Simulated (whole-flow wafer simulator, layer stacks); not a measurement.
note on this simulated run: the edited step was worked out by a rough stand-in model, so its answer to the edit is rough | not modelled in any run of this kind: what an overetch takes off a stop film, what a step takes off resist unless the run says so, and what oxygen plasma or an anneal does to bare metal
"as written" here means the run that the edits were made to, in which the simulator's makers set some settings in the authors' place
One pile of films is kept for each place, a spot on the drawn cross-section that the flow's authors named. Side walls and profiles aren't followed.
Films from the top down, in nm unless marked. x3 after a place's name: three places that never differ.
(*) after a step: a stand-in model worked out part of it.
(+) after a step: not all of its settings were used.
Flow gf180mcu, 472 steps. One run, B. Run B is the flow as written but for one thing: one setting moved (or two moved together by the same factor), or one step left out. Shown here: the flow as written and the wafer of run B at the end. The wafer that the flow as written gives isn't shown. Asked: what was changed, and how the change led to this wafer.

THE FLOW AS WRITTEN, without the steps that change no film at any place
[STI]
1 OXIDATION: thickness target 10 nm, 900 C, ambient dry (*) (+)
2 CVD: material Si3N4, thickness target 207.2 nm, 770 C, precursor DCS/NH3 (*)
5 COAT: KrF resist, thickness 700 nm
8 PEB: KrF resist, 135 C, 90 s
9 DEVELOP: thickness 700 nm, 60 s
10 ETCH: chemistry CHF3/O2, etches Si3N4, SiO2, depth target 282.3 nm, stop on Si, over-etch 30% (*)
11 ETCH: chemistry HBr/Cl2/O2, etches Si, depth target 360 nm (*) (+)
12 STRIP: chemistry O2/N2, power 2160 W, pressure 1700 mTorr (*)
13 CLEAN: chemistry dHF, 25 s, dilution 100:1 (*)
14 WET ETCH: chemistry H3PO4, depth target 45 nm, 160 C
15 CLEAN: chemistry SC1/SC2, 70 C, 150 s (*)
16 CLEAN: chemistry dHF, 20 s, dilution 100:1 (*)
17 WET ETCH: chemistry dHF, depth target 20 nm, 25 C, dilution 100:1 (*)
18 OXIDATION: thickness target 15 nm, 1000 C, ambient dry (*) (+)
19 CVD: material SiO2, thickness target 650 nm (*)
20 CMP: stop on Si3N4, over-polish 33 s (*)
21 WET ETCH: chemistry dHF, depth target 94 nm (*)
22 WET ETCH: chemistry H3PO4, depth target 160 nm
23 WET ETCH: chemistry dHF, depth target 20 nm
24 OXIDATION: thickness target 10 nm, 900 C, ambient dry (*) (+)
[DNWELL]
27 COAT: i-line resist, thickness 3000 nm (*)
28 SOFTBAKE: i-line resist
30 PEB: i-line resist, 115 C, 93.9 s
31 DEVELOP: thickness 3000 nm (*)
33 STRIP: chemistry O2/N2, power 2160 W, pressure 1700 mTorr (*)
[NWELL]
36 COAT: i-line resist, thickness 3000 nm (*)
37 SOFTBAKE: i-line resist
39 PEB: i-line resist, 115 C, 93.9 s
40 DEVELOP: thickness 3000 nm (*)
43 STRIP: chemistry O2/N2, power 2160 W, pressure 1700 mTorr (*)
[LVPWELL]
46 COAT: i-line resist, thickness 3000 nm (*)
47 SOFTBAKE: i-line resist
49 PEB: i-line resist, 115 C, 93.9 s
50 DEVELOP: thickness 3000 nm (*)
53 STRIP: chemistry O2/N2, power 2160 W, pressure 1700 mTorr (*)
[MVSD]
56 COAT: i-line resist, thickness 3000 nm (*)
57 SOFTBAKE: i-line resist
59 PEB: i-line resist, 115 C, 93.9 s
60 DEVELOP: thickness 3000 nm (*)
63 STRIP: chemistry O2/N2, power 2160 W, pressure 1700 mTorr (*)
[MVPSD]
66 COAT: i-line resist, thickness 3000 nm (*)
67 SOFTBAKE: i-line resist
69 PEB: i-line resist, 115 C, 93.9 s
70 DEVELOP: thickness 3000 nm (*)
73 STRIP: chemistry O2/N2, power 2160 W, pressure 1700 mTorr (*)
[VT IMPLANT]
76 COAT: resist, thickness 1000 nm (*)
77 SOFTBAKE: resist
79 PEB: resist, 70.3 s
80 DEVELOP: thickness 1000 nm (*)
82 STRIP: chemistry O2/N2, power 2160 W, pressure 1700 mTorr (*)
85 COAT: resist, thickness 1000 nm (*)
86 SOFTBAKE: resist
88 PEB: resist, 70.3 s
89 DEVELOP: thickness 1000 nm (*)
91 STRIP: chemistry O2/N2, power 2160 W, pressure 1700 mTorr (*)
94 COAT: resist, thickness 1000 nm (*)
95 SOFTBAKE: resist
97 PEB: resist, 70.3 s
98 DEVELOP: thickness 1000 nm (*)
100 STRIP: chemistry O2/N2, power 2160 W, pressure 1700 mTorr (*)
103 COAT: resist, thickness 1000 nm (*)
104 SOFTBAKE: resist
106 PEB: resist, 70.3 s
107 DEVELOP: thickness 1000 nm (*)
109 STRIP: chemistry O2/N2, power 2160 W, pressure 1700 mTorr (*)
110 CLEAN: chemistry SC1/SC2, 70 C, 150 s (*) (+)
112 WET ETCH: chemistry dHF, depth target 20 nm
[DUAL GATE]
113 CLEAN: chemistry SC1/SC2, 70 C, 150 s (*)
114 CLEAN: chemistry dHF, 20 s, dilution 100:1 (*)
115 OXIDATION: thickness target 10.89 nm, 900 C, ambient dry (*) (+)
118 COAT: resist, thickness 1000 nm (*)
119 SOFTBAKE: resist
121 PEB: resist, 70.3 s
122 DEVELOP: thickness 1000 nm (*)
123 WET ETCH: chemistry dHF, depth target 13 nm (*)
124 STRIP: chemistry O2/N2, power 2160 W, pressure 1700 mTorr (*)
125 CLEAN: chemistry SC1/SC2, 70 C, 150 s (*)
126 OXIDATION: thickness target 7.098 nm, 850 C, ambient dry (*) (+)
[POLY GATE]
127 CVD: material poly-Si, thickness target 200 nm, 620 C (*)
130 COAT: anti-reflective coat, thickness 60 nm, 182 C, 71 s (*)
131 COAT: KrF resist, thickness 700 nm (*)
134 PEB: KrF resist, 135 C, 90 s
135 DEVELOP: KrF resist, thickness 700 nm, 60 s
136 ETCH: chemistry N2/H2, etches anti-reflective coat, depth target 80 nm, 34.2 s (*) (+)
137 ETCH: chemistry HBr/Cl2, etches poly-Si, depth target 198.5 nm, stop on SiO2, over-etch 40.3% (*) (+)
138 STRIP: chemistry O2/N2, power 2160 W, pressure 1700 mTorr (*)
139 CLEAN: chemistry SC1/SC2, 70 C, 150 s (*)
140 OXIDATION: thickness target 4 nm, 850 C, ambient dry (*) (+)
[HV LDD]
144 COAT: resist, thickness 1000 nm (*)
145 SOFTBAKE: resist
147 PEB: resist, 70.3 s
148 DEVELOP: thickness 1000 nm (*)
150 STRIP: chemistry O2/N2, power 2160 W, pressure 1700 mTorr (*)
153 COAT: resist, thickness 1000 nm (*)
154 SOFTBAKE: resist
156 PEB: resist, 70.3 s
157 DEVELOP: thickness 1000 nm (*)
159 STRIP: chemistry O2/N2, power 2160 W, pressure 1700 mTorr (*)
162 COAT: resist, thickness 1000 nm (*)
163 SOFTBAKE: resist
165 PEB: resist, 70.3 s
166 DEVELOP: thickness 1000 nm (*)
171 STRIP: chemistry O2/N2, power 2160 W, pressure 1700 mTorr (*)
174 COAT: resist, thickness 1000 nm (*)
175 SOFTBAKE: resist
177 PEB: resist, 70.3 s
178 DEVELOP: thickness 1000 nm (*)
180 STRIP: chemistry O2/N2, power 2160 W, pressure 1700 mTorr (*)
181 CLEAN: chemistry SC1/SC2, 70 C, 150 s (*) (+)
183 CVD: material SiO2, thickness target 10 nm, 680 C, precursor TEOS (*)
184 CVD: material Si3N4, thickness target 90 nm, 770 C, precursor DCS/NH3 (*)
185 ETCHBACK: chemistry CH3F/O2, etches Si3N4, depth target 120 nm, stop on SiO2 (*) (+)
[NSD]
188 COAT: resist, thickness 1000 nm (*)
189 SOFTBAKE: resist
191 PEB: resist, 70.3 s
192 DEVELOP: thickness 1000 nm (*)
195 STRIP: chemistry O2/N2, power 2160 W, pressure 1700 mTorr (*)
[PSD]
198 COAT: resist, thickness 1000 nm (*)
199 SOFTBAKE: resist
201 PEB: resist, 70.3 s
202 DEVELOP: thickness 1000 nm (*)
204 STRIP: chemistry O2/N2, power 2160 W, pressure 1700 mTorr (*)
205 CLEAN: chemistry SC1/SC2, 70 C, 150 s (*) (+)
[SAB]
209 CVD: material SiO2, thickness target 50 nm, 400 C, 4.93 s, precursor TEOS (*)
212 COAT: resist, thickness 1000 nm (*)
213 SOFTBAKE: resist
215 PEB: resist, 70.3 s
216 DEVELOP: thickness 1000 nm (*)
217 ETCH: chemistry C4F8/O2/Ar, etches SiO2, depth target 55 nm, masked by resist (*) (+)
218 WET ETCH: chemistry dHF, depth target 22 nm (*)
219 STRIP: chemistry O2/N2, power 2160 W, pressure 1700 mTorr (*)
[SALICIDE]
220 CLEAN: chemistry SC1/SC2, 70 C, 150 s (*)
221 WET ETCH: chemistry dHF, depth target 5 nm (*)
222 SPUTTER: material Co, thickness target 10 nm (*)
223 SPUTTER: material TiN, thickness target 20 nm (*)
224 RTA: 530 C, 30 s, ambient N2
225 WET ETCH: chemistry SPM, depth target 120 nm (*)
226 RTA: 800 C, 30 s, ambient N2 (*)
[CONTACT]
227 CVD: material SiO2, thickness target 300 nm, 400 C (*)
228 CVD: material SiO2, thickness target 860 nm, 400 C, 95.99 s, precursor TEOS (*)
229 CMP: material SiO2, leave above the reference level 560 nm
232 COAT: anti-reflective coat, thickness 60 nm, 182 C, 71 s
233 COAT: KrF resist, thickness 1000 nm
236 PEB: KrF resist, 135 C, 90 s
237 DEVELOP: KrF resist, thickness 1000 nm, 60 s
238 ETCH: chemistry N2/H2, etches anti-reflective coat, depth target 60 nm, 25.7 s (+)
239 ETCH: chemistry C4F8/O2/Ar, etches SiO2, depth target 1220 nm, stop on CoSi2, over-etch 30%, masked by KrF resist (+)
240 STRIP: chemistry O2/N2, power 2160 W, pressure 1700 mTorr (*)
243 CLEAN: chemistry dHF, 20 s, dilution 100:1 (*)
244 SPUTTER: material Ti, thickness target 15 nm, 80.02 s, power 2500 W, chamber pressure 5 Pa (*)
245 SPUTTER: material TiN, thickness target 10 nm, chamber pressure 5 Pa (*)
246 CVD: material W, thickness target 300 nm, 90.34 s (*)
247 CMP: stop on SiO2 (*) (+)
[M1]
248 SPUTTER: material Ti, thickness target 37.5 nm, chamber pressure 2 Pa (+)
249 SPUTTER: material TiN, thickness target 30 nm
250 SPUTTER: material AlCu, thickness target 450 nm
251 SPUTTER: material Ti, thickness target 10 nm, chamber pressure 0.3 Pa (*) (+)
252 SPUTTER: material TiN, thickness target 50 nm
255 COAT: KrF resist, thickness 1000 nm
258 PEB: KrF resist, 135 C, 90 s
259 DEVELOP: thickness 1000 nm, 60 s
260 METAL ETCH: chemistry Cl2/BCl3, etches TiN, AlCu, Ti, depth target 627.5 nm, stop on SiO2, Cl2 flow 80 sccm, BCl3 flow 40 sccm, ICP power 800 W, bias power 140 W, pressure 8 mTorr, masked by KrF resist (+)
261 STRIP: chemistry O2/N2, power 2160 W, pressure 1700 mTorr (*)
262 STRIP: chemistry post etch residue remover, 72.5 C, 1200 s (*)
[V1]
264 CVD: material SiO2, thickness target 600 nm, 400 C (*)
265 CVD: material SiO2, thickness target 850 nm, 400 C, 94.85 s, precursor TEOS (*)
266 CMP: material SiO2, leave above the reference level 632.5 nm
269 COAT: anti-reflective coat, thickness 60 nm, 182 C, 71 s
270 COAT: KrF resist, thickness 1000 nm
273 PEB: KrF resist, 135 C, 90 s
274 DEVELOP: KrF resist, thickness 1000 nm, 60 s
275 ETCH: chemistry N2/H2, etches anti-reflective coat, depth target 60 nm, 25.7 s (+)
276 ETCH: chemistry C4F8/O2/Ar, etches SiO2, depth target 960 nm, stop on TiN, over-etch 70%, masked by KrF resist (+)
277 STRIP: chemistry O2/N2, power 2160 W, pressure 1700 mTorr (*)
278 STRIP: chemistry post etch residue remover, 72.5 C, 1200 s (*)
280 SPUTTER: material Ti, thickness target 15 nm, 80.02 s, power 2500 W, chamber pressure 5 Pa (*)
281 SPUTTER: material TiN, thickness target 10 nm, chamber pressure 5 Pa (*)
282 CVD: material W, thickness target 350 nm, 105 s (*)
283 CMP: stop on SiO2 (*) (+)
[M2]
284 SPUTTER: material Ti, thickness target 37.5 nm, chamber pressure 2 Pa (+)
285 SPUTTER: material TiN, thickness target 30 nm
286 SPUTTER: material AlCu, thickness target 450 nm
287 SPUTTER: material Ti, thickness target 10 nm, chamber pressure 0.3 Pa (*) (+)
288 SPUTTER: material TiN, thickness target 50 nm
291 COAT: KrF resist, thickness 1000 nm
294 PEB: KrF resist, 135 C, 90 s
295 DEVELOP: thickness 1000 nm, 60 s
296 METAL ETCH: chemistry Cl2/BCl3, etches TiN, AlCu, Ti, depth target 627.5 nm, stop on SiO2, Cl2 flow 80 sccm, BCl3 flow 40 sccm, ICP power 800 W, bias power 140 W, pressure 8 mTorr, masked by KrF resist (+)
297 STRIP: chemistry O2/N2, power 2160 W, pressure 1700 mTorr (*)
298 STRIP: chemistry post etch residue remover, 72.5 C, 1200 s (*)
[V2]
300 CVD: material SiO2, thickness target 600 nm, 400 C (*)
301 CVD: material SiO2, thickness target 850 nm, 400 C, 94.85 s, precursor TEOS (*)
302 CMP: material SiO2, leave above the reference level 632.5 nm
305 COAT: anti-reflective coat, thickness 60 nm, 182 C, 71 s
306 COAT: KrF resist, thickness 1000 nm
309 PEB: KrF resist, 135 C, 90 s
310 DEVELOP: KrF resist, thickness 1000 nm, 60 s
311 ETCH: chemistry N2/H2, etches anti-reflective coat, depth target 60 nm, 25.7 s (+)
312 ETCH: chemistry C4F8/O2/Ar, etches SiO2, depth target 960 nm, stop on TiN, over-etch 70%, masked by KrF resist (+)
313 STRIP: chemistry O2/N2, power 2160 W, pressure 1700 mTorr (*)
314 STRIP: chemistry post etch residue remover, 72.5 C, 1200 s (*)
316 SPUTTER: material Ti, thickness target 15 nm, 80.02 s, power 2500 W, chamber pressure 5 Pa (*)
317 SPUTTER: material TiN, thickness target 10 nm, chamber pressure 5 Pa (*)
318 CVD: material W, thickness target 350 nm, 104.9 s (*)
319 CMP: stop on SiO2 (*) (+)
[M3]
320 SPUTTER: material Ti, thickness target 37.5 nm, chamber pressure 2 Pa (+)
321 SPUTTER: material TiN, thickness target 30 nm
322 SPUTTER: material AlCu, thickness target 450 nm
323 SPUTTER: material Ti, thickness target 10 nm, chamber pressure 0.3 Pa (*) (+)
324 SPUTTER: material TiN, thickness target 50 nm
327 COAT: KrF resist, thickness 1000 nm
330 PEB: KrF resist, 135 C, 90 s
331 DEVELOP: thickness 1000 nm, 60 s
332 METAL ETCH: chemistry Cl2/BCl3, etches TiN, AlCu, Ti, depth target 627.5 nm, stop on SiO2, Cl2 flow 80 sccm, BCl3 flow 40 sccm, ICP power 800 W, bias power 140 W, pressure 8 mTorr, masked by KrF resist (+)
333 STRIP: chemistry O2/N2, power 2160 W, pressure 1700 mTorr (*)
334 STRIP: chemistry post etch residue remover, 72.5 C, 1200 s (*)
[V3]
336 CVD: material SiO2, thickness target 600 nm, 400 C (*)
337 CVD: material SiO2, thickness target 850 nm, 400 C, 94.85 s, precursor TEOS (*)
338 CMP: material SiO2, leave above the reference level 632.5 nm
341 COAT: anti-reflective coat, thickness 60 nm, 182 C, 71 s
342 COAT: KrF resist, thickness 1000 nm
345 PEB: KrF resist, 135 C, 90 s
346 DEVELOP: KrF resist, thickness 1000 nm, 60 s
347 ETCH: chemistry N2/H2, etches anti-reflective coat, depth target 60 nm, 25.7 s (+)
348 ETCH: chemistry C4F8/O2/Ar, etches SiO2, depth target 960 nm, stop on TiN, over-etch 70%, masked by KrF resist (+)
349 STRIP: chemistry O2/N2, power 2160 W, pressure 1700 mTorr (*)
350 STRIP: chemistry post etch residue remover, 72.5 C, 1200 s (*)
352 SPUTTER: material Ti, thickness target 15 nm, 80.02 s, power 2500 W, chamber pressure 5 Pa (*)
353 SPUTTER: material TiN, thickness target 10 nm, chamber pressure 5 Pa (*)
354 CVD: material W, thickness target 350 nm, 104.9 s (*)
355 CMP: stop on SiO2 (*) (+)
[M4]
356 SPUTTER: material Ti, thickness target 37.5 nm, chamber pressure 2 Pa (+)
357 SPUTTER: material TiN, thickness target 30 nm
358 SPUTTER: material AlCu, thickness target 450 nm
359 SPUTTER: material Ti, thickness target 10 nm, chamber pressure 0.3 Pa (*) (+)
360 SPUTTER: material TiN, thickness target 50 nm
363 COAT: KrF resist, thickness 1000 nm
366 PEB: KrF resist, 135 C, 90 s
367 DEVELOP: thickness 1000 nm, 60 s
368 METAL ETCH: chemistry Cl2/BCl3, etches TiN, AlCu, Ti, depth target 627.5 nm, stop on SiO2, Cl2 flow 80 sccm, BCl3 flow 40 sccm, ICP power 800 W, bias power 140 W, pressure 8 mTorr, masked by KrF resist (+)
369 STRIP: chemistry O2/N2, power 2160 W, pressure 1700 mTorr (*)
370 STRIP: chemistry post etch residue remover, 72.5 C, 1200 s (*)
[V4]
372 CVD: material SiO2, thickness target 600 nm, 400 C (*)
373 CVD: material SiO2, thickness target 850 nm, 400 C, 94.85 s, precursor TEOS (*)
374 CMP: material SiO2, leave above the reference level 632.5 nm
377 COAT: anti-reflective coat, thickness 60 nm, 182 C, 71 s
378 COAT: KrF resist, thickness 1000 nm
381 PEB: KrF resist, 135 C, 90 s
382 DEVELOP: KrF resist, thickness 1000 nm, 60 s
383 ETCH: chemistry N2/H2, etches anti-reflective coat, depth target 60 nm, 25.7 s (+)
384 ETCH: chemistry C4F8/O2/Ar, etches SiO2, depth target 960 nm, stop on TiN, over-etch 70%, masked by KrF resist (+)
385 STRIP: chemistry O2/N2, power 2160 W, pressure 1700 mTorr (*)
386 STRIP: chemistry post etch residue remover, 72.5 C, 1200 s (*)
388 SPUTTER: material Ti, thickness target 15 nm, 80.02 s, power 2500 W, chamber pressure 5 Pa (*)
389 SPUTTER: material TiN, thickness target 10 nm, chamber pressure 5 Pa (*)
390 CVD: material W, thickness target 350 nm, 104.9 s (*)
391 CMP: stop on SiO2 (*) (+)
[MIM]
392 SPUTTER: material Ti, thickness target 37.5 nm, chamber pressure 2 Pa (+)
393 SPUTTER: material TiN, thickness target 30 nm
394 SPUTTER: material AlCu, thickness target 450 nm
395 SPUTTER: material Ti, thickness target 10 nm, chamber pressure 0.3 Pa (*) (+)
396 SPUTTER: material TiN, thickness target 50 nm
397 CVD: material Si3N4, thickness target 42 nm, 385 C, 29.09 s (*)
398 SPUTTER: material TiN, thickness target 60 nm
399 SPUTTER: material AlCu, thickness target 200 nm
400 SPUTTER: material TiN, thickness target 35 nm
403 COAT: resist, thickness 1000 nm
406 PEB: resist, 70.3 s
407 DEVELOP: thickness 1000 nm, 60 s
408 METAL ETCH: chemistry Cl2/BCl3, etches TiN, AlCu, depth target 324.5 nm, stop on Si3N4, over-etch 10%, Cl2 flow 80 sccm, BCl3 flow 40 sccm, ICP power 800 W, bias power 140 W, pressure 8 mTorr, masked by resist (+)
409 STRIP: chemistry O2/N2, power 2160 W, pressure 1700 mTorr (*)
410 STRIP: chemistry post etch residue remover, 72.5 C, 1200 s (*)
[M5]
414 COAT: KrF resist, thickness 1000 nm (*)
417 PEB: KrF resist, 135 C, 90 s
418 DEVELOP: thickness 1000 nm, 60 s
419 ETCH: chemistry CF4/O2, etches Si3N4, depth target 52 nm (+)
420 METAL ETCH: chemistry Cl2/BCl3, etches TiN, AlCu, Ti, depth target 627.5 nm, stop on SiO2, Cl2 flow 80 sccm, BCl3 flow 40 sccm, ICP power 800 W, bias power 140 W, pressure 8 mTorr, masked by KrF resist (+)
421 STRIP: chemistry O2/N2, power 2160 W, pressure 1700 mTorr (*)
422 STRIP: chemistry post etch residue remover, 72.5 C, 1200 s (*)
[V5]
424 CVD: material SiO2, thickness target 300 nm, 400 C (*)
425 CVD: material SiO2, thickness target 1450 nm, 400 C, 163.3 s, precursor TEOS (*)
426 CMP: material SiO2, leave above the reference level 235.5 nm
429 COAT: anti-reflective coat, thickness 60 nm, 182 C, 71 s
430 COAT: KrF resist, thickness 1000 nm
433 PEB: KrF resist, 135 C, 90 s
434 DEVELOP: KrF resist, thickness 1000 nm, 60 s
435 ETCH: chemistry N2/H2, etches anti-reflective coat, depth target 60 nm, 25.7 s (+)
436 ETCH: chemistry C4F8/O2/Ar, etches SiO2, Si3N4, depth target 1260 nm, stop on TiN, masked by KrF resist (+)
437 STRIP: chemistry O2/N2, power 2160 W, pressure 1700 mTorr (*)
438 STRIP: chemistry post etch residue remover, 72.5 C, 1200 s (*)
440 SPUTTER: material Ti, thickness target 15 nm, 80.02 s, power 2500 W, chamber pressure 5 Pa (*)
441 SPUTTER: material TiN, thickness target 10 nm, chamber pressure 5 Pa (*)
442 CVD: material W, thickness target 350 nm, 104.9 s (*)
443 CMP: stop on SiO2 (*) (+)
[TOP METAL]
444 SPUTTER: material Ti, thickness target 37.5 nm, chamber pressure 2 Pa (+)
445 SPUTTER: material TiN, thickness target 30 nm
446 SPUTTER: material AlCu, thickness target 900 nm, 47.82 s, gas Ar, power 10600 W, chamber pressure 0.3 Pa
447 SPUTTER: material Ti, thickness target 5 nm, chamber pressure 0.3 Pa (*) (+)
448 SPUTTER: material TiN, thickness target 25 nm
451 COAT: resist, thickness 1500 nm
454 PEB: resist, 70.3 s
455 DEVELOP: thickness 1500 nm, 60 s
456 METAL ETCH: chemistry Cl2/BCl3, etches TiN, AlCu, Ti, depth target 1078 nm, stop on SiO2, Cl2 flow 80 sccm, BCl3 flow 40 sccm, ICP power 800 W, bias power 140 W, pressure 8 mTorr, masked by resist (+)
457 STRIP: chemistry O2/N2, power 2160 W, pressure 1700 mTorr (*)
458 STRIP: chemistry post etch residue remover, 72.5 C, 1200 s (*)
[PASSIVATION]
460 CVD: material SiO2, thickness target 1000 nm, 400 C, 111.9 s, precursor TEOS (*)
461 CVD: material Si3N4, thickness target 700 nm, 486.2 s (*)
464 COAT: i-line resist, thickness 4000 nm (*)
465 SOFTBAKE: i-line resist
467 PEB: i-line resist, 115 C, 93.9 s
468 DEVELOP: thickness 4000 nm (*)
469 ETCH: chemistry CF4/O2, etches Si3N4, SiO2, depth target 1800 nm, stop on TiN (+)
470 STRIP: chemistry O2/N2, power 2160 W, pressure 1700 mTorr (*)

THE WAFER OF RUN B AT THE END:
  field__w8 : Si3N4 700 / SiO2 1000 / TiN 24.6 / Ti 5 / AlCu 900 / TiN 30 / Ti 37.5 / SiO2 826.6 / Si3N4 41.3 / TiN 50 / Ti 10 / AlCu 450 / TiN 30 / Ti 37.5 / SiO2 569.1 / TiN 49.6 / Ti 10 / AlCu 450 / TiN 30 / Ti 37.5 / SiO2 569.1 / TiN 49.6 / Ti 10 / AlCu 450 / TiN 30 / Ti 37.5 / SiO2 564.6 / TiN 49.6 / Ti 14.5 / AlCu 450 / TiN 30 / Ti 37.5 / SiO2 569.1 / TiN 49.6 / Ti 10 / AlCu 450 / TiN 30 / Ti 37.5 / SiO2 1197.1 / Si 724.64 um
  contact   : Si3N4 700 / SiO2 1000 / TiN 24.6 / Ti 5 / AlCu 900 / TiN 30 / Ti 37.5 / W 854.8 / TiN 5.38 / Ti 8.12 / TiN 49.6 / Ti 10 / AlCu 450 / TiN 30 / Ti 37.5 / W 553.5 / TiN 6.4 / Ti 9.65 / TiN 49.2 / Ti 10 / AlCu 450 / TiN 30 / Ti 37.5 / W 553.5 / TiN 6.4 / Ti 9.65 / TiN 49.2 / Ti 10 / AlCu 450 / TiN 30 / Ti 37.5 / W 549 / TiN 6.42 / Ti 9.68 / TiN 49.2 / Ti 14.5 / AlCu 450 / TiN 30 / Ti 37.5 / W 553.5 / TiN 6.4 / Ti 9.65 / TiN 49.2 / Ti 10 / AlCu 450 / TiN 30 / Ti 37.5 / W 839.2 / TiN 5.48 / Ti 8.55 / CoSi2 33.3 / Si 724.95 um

The cause: step 287, SPUTTER: thickness target 14.5 nm was run, where the flow has thickness target 10 nm.
It can be read off the wafer: field__w8 has Ti 14.5, and step 287 as written asks for 10 nm.

How the change led to this, step by step:
  287 SPUTTER: material Ti, thickness target 10 nm, chamber pressure 0.3 Pa (*) (+)
      field, field__w1, field__w2 and 108 more: Ti +14.5 (new film) (as written it would be: Ti +10 (new film))
  296 METAL ETCH: chemistry Cl2/BCl3, etches TiN, AlCu, Ti, depth target 627.5 nm, stop on SiO2, Cl2 flow 80 sccm, BCl3 flow 40 sccm, ICP power 800 W, bias power 140 W, pressure 8 mTorr, masked by KrF resist (+)
      field, field__w1, field__w2 and 103 more: TiN -50 (all of it), Ti -14.5 (all of it), AlCu -450 (all of it), TiN -30 (all of it), Ti -37.5 (all of it) (as written it would be: TiN -50 (all of it), Ti -10 (all of it), AlCu -450 (all of it), TiN -30 (all of it), Ti -37.5 (all of it))
